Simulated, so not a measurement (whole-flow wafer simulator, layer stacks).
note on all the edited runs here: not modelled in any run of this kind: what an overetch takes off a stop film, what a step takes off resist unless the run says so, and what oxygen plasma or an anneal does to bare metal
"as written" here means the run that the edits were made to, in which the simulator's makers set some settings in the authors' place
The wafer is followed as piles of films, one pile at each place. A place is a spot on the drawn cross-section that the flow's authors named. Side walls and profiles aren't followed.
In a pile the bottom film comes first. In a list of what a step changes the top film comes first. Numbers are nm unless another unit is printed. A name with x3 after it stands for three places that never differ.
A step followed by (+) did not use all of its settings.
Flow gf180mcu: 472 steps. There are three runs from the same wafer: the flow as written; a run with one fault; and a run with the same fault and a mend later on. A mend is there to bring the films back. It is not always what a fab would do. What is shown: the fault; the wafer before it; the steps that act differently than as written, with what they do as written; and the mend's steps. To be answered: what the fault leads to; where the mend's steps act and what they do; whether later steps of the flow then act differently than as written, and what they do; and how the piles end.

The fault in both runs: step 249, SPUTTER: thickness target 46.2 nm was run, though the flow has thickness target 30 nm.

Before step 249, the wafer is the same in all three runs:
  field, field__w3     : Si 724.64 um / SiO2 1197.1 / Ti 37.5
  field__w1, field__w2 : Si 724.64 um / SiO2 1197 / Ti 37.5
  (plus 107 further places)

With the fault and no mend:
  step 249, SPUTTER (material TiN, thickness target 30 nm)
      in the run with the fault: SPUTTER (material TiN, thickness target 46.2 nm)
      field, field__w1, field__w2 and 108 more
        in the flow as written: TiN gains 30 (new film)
        in the run with the fault: TiN gains 46.2 (new film)
  Steps further on in the flow that do not act as written:
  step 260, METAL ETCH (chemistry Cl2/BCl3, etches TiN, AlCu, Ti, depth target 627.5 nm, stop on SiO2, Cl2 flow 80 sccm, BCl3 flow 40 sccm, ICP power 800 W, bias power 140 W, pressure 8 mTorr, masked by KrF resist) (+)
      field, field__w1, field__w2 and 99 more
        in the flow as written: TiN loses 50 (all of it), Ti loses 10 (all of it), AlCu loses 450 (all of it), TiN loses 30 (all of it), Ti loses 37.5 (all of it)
        in the run with the fault: TiN loses 50 (all of it), Ti loses 10 (all of it), AlCu loses 450 (all of it), TiN loses 46.2 (all of it), Ti loses 37.5 (all of it)
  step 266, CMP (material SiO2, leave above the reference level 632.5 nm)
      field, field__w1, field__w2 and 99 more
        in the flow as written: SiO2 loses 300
        in the run with the fault: SiO2 loses 283.8
  At field__w8, contact, m1 and 6 more, the piles at the end differ from the flow's by more than 2% or 0.5 nm, whichever is larger.
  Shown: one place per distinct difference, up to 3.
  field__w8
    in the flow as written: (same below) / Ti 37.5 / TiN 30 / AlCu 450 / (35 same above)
    in the run with the fault: (same below) / Ti 37.5 / TiN 46.2 / AlCu 450 / (35 same above)
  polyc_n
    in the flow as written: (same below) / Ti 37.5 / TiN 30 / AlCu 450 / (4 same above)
    in the run with the fault: (same below) / Ti 37.5 / TiN 46.2 / AlCu 450 / (4 same above)
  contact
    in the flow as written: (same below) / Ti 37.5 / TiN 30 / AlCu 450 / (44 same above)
    in the run with the fault: (same below) / Ti 37.5 / TiN 46.2 / AlCu 450 / (44 same above)

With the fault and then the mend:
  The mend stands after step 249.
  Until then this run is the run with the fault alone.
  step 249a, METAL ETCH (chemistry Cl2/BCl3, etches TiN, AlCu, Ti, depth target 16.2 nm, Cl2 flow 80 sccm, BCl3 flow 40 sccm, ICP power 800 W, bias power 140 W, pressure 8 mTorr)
      field, field__w1, field__w2 and 108 more
        TiN loses 16.2
  None of the later steps of the flow acts differently than as written at any place that is followed.
  At every place that both follow, the piles at the end match the flow's.
